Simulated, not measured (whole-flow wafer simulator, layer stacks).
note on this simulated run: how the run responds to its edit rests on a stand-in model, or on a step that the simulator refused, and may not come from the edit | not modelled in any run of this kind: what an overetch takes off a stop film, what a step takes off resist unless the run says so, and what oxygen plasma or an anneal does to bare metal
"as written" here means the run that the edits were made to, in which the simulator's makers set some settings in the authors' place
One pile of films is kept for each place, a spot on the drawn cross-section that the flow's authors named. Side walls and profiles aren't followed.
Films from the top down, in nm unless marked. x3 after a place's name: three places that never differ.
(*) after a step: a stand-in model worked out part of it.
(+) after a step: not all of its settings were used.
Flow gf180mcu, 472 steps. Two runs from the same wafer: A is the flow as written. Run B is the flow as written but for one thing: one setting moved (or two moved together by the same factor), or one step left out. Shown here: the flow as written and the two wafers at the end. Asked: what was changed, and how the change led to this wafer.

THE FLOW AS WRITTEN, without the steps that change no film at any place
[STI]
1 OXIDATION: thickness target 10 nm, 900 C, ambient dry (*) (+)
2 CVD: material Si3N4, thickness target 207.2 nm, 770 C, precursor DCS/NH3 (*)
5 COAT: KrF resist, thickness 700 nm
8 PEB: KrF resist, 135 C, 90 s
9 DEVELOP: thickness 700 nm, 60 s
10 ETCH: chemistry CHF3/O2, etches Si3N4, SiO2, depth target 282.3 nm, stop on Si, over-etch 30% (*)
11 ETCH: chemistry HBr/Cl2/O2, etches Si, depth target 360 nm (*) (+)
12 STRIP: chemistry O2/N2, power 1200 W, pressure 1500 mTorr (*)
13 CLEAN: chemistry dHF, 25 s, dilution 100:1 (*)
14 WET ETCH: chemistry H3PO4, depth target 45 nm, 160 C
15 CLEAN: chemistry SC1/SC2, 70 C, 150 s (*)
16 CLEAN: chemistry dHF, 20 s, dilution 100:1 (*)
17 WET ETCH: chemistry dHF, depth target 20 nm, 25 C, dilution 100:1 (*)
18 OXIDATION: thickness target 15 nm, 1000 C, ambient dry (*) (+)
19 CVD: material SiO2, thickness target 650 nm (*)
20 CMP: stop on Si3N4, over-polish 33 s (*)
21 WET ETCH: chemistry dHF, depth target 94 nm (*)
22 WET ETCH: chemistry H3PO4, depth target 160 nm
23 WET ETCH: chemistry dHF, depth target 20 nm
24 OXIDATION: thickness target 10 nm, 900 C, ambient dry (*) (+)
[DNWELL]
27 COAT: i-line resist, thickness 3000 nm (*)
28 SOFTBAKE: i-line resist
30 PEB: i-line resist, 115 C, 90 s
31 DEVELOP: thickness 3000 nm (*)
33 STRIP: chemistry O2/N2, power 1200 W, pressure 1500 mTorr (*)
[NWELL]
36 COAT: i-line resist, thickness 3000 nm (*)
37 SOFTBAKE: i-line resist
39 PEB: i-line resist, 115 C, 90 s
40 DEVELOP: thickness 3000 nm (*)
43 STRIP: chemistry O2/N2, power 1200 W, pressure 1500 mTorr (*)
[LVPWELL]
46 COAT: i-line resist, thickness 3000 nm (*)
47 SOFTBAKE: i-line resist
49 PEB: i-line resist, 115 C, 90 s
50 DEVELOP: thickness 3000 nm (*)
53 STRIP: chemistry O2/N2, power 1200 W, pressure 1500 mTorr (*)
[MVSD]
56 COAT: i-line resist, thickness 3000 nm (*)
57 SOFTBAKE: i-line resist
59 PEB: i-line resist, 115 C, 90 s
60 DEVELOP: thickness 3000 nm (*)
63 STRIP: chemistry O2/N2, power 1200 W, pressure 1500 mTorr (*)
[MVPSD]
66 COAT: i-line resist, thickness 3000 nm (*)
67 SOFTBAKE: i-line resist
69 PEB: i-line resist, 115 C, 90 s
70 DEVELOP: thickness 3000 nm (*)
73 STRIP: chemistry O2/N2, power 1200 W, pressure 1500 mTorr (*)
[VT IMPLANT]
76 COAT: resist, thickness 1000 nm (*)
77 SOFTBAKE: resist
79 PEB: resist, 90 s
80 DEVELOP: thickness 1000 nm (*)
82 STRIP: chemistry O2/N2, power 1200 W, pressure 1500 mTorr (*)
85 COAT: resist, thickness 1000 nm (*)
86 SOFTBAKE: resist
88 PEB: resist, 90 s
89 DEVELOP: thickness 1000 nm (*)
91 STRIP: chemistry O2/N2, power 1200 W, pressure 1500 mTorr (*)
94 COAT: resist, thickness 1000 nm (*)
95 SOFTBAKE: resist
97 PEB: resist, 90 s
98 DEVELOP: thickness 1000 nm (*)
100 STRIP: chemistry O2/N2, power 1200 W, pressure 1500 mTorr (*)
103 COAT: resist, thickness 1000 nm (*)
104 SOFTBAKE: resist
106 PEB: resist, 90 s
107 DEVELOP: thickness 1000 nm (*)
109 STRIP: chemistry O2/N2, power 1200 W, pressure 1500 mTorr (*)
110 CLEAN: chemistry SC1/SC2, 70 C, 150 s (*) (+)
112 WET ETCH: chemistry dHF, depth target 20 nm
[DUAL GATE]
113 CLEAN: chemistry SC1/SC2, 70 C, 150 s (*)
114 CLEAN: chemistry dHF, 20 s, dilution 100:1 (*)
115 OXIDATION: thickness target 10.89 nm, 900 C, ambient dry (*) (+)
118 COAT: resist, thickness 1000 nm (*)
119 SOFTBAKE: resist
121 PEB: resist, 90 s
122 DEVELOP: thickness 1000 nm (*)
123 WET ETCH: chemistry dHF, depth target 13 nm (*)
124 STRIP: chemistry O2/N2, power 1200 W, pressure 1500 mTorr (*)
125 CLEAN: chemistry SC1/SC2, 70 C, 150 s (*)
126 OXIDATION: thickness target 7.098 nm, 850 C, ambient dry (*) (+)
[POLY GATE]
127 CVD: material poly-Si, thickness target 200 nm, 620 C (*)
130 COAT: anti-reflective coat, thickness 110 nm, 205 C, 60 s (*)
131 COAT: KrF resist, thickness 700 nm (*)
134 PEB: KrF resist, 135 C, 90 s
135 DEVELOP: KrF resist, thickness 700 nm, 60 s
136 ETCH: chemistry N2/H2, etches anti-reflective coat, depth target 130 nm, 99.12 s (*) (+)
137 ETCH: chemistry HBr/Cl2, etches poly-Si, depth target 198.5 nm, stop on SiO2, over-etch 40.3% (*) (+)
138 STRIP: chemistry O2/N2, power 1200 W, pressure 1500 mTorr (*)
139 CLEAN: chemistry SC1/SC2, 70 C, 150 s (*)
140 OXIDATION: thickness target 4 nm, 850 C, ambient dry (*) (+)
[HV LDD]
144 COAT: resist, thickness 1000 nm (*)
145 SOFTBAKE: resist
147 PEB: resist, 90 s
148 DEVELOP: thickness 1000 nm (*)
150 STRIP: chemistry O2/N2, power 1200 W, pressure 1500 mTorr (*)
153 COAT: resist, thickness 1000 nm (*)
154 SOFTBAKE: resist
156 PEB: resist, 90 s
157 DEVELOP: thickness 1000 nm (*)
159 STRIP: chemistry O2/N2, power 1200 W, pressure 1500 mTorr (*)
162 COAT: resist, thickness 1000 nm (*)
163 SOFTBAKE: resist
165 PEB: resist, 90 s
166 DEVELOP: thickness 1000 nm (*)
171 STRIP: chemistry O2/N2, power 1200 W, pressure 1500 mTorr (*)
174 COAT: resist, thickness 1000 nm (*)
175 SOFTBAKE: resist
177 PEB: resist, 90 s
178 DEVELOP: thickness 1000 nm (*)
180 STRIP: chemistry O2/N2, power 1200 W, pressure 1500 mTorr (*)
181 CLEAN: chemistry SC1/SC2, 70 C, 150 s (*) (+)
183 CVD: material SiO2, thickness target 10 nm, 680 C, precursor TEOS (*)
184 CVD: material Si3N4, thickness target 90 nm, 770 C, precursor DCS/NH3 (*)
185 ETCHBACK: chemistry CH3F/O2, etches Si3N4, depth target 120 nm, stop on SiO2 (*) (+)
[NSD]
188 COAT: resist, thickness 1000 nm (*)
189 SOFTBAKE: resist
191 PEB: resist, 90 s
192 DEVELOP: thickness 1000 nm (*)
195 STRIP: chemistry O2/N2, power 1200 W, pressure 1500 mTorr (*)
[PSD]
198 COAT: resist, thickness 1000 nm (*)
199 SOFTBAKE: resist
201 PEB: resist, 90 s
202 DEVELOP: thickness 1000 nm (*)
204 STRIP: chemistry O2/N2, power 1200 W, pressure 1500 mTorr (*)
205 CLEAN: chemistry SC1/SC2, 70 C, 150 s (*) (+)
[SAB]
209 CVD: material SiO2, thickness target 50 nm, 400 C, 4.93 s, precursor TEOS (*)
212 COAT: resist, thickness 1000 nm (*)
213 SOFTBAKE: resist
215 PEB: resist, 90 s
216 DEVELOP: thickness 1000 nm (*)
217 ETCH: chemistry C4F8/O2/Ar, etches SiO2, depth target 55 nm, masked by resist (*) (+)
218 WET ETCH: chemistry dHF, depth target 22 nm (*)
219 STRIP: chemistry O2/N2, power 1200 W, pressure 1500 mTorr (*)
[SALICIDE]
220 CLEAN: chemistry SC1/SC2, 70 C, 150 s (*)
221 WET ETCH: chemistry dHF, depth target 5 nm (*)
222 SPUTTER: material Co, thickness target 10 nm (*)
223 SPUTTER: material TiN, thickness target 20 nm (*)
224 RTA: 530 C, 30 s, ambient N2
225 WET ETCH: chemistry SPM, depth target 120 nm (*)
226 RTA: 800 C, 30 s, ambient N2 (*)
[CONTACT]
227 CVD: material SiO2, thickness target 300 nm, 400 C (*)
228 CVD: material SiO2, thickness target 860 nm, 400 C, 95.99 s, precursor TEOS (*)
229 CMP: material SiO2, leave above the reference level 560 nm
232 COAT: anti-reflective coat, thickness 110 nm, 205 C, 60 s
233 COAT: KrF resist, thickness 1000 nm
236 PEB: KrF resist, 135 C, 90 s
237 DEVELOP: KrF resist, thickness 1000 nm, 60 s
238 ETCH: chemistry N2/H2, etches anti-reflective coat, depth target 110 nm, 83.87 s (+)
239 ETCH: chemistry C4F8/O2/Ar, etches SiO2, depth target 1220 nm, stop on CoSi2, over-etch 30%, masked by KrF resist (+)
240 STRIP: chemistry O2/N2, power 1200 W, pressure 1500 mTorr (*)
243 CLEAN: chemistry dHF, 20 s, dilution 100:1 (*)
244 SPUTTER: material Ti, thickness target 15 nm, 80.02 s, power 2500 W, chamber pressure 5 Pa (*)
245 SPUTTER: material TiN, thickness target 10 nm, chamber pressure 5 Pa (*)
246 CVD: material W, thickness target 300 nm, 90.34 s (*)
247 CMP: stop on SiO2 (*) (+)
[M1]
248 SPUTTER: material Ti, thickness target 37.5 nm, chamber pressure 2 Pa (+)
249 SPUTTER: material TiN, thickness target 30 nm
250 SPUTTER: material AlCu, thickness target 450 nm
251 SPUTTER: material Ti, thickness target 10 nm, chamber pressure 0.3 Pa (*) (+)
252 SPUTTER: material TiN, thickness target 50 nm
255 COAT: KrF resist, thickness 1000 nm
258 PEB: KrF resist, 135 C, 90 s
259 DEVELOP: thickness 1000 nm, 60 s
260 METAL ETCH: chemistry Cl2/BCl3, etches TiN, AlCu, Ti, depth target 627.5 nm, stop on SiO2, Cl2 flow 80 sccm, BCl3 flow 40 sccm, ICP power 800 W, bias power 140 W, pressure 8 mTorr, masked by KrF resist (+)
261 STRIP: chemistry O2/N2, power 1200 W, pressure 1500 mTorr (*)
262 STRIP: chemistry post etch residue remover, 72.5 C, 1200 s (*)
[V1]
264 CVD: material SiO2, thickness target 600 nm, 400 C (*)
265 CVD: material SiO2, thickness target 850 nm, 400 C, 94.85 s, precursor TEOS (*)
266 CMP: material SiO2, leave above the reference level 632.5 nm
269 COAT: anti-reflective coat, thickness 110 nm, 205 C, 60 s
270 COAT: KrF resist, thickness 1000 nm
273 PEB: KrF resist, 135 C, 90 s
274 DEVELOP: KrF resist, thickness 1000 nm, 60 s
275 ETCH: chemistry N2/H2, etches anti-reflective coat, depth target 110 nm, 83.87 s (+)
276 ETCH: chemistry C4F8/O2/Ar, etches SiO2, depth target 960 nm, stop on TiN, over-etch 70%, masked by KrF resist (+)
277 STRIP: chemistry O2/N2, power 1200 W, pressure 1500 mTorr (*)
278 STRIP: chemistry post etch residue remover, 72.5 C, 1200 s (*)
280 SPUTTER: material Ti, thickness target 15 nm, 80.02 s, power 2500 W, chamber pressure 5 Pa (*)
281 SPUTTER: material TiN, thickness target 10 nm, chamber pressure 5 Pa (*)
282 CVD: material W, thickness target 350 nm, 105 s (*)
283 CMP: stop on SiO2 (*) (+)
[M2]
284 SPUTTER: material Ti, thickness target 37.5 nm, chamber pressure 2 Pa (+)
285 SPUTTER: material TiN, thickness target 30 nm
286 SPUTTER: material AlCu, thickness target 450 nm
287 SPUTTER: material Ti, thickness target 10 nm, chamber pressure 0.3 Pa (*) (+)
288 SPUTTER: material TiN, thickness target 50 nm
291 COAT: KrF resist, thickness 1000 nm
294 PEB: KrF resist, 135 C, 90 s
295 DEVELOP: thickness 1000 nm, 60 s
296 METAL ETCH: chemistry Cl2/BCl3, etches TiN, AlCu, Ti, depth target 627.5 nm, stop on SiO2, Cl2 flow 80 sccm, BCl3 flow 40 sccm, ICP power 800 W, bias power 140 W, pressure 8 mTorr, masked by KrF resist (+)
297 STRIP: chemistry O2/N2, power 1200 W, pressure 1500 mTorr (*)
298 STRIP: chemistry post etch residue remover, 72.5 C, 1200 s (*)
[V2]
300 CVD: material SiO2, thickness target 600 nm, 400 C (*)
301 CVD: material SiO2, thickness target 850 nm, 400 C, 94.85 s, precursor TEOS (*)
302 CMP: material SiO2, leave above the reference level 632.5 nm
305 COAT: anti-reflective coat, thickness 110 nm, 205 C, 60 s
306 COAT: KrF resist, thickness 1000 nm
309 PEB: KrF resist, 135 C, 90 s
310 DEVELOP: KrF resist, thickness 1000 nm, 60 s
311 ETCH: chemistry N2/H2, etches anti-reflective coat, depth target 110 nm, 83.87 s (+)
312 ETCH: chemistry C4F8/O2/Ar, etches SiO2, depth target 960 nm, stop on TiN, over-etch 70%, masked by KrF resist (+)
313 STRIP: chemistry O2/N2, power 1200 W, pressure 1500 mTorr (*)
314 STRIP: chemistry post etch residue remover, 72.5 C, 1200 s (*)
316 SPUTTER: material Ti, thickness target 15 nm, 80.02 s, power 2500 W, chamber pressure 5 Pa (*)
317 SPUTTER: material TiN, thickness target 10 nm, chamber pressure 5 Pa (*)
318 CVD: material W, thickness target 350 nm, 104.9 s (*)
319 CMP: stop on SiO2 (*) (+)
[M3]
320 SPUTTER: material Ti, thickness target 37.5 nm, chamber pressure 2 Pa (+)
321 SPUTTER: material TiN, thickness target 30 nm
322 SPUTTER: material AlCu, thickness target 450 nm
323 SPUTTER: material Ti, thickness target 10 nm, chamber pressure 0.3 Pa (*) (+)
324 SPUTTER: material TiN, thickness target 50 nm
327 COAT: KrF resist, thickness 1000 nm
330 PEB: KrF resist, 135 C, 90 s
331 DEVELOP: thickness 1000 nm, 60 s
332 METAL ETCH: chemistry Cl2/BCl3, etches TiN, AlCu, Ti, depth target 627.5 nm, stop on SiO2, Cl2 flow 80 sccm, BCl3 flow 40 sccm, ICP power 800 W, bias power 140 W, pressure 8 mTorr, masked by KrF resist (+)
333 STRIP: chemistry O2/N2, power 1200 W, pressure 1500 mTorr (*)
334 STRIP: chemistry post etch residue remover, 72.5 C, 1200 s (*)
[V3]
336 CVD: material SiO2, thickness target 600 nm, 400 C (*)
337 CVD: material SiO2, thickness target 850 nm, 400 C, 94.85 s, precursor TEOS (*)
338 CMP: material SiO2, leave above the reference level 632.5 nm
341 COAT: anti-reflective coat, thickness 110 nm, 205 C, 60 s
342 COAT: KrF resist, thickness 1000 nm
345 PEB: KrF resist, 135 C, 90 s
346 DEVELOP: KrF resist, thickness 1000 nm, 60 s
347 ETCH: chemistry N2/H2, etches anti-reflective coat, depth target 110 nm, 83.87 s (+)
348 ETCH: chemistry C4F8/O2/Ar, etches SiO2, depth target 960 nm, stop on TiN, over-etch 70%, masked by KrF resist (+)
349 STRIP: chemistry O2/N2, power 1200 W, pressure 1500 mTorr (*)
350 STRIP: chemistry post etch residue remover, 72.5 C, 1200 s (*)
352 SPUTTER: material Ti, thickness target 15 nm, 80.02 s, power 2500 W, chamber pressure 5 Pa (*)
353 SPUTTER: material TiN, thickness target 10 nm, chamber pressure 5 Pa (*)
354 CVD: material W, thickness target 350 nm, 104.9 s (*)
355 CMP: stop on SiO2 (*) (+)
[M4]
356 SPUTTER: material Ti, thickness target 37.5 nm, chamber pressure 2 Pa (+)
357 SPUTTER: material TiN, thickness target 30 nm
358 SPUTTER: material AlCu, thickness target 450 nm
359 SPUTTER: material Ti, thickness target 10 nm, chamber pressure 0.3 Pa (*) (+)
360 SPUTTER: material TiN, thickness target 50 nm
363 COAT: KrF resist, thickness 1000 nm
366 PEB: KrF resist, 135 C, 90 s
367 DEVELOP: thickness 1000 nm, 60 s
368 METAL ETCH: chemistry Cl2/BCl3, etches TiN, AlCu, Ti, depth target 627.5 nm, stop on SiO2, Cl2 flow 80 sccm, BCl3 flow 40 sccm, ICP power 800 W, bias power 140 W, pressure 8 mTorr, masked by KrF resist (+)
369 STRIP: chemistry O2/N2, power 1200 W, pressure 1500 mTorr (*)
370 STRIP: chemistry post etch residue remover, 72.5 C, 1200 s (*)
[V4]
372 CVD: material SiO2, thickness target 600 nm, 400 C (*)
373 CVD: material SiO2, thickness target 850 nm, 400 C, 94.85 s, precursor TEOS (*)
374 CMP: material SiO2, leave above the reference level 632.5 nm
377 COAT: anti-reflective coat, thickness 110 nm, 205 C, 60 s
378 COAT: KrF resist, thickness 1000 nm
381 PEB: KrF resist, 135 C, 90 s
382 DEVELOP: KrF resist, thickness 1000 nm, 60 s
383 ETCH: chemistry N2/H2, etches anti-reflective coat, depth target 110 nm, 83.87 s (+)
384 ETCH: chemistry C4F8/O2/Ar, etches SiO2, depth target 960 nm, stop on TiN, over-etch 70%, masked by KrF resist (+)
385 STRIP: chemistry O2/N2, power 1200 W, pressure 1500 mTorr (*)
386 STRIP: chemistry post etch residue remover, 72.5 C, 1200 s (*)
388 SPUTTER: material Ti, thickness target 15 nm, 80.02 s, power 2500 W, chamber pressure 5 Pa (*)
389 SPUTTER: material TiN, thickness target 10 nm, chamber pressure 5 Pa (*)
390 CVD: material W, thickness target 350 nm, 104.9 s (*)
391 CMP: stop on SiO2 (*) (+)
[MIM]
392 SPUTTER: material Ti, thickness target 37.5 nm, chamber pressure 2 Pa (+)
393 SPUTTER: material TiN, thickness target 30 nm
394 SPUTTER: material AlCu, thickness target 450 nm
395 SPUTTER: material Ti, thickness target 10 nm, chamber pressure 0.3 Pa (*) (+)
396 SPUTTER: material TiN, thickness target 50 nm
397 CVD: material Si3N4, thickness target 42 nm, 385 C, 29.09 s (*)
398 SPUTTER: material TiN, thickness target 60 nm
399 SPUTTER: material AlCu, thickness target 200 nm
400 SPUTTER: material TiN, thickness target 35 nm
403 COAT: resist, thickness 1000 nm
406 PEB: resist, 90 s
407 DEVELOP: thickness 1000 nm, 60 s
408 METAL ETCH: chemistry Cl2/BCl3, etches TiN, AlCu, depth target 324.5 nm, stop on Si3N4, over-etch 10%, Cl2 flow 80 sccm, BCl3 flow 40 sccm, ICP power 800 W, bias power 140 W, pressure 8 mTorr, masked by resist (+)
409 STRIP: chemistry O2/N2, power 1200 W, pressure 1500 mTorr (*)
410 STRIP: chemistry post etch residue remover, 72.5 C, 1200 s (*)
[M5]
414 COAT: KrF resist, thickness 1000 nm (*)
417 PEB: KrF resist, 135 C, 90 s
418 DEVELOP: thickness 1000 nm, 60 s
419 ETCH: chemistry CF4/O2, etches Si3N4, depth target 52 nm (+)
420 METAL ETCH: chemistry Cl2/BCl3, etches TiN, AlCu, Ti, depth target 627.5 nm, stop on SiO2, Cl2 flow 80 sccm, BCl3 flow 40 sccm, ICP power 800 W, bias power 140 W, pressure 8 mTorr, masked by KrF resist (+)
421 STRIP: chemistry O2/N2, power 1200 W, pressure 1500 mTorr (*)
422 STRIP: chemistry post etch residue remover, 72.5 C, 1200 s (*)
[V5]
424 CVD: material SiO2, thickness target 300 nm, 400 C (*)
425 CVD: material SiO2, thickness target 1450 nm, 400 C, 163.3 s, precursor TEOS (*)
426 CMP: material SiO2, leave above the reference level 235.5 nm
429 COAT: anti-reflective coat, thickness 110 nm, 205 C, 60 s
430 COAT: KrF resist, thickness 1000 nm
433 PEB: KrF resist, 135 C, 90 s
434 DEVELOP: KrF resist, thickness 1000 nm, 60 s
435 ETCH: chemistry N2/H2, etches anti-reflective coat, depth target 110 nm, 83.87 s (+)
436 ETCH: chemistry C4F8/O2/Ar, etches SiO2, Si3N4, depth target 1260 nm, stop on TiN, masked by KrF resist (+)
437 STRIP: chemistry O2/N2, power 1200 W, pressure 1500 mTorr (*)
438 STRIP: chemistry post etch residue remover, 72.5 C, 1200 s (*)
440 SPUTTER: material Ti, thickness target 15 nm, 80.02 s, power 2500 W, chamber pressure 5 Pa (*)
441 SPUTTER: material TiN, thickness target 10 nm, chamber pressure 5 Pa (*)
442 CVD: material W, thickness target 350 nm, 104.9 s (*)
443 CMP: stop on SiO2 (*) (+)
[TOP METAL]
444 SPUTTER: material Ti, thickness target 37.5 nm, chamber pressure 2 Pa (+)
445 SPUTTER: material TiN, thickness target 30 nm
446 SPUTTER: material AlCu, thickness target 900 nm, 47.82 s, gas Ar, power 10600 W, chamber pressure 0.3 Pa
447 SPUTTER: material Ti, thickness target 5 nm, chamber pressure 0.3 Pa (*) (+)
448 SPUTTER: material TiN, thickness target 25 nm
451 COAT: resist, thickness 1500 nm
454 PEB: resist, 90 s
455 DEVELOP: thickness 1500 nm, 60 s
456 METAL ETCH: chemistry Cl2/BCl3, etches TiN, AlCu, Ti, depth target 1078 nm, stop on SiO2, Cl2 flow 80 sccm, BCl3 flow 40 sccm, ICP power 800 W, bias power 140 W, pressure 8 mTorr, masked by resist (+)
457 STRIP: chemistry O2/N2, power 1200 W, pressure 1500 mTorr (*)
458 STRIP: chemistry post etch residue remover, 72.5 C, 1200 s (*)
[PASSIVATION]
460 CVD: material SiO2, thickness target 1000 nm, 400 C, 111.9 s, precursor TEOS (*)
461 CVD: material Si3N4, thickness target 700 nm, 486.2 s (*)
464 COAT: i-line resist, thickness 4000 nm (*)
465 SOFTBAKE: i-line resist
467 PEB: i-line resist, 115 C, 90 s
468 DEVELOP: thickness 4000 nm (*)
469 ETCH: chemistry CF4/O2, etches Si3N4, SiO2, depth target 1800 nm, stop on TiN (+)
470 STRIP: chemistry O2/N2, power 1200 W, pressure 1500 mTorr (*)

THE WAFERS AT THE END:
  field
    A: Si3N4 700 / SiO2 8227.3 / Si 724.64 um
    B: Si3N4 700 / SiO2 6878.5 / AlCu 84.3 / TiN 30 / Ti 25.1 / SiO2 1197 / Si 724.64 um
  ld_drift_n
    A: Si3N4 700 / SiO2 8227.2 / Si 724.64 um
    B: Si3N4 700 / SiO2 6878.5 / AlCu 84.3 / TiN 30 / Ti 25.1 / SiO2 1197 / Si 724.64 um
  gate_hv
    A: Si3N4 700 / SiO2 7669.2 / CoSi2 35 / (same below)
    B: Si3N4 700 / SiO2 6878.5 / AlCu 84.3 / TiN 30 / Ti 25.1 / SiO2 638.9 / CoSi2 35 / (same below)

The cause: step 248, SPUTTER: thickness target 25.1 nm was run, where the flow has thickness target 37.5 nm; step 260, METAL ETCH: depth target 420 nm was run, where the flow has depth target 627.5 nm.

How the change led to this, step by step:
  248 SPUTTER: material Ti, thickness target 37.5 nm, chamber pressure 2 Pa (+)
      field, field__w1, field__w2 and 108 more: A Ti +37.5 (new film) | B Ti +25.1 (new film)
  260 METAL ETCH: chemistry Cl2/BCl3, etches TiN, AlCu, Ti, depth target 627.5 nm, stop on SiO2, Cl2 flow 80 sccm, BCl3 flow 40 sccm, ICP power 800 W, bias power 140 W, pressure 8 mTorr, masked by KrF resist (+)
      field, field__w1, field__w2 and 99 more: A TiN -50 (all of it), Ti -10 (all of it), AlCu -450 (all of it), TiN -30 (all of it), Ti -37.5 (all of it) | B TiN -50 (all of it), Ti -10 (all of it), AlCu -360
      field__w8, contact, m1 and 6 more: A KrF resist -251 | B KrF resist -168
  261 STRIP: chemistry O2/N2, power 1200 W, pressure 1500 mTorr (*)
      field__w8, contact, m1 and 6 more: A KrF resist -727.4 (all of it) | B KrF resist -810.4 (all of it)
  262 STRIP: chemistry post etch residue remover, 72.5 C, 1200 s (*)
      field, field__w1, field__w2 and 99 more: A nothing | B AlCu -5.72
  264 CVD: material SiO2, thickness target 600 nm, 400 C (*)
      field, field__w1, field__w2 and 99 more: A SiO2 +600 | B SiO2 +600 (new film)
  266 CMP: material SiO2, leave above the reference level 632.5 nm
      field, field__w1, field__w2 and 99 more: A SiO2 -300 | B SiO2 -451.8
Counting metal films that touch as one body, field has 1 body; the flow as written gives 0 bodies.
Counting metal films that touch as one body, ld_drift_n has 1 body; the flow as written gives 0 bodies.
Counting metal films that touch as one body, gate_hv has 2 bodies (between them, from the top down: SiO2 638.9); the flow as written gives 1 body.
